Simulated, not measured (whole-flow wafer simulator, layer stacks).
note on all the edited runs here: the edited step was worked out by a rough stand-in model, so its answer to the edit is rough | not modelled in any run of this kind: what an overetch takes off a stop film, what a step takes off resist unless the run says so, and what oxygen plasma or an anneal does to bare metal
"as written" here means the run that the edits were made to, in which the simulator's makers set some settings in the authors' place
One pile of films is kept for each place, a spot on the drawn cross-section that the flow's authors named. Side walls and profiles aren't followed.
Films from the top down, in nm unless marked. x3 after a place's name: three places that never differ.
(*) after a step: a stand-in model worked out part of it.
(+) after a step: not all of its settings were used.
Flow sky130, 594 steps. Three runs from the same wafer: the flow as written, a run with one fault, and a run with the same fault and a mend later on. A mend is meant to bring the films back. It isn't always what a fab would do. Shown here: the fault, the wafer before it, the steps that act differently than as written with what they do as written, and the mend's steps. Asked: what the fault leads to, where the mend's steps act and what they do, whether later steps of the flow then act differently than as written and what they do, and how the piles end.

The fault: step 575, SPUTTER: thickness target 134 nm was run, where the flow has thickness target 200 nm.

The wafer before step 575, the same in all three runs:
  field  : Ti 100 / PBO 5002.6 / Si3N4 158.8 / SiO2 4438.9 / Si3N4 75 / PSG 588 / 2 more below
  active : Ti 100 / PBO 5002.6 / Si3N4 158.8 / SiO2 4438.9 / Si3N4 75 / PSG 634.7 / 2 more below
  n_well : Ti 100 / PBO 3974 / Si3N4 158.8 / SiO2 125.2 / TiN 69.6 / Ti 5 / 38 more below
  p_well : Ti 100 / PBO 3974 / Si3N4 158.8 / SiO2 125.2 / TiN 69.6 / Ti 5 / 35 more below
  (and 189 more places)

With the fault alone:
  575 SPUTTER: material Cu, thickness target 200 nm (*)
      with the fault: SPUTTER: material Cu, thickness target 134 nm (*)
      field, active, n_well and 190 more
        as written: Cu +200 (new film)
        with the fault: Cu +134 (new film)
  Later steps of the flow that act differently than as written (7 more steps differ only slightly, by at most 2% or 0.5 nm, whichever is larger, and aren't shown):
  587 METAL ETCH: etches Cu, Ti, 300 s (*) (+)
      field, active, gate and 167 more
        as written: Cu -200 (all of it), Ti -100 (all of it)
        with the fault: Cu -134 (all of it), Ti -100 (all of it)
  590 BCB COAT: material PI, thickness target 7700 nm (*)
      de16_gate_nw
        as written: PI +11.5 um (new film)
        with the fault: PI +11.44 um (new film)
  At the end the piles differ from the flow's by more than 2% or 0.5 nm, whichever is larger, at mim, sd_hvn, dext_nw_sti and 11 more.
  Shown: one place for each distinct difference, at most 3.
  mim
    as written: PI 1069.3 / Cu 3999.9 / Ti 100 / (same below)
    with the fault: PI 1131.1 / Cu 3933.9 / Ti 100 / (same below)
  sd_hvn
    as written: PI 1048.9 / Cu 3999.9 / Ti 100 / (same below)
    with the fault: PI 1112.5 / Cu 3933.9 / Ti 100 / (same below)
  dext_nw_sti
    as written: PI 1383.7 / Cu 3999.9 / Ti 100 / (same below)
    with the fault: PI 1443 / Cu 3933.9 / Ti 100 / (same below)

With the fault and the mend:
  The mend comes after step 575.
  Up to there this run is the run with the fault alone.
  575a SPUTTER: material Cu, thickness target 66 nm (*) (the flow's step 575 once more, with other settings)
      field, active, n_well and 190 more
        Cu +66
  No later step of the flow acts differently than as written at any place that is followed.
  At the end the piles are the same as the flow's at every place that both follow.
